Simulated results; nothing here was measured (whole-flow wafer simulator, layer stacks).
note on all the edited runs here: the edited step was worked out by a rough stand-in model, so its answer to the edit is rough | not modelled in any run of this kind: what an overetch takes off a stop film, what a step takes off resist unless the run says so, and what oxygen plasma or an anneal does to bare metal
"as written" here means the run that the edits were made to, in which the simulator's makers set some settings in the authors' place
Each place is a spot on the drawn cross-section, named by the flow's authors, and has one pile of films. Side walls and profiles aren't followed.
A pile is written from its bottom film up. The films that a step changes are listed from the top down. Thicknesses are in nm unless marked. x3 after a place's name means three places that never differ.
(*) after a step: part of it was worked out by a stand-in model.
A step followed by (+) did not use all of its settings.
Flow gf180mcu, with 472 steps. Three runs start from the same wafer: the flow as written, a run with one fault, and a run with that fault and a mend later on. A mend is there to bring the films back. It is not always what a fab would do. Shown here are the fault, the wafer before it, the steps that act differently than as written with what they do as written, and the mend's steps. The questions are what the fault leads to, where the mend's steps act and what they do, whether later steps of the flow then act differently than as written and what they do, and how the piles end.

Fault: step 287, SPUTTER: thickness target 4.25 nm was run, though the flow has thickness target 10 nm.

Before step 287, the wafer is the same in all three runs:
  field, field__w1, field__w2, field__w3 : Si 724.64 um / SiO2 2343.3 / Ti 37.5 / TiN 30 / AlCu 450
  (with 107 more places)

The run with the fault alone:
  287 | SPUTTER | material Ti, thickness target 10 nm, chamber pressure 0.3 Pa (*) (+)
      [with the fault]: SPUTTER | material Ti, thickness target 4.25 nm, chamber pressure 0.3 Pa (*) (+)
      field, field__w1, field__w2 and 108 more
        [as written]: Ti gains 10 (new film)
        [with the fault]: Ti gains 4.25 (new film)
  Later steps of the flow acting differently than as written (not shown: 5 more steps that differ only slightly, by at most 2% or 0.5 nm, whichever is larger):
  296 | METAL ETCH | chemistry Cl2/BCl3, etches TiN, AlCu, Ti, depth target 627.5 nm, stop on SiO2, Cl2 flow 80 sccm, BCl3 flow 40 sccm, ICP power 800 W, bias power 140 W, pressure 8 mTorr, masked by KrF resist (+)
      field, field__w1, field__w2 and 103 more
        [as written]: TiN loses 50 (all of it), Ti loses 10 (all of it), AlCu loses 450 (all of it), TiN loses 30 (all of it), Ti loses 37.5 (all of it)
        [with the fault]: TiN loses 50 (all of it), Ti loses 4.25 (all of it), AlCu loses 450 (all of it), TiN loses 30 (all of it), Ti loses 37.5 (all of it)
  At field__w8, contact, m1, m1__w1, m1_nw, the piles at the end differ from the flow's by more than 2% or 0.5 nm, whichever is larger.
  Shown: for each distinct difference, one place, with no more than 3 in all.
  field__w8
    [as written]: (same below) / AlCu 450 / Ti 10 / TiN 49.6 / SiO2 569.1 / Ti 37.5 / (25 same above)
    [with the fault]: (same below) / AlCu 450 / Ti 4.25 / TiN 49.6 / SiO2 574.9 / Ti 37.5 / (25 same above)
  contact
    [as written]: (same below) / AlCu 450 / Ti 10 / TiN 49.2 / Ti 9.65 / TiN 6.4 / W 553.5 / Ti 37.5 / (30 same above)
    [with the fault]: (same below) / AlCu 450 / Ti 4.25 / TiN 49.2 / Ti 9.62 / TiN 6.38 / W 559.3 / Ti 37.5 / (30 same above)

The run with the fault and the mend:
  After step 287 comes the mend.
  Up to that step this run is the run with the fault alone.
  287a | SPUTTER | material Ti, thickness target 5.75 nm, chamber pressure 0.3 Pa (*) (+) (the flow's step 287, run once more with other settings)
      field, field__w1, field__w2 and 108 more
        Ti gains 5.75
  None of the later steps of the flow acts differently than as written at any place that is followed.
  At every place that both follow, the piles at the end match the flow's.
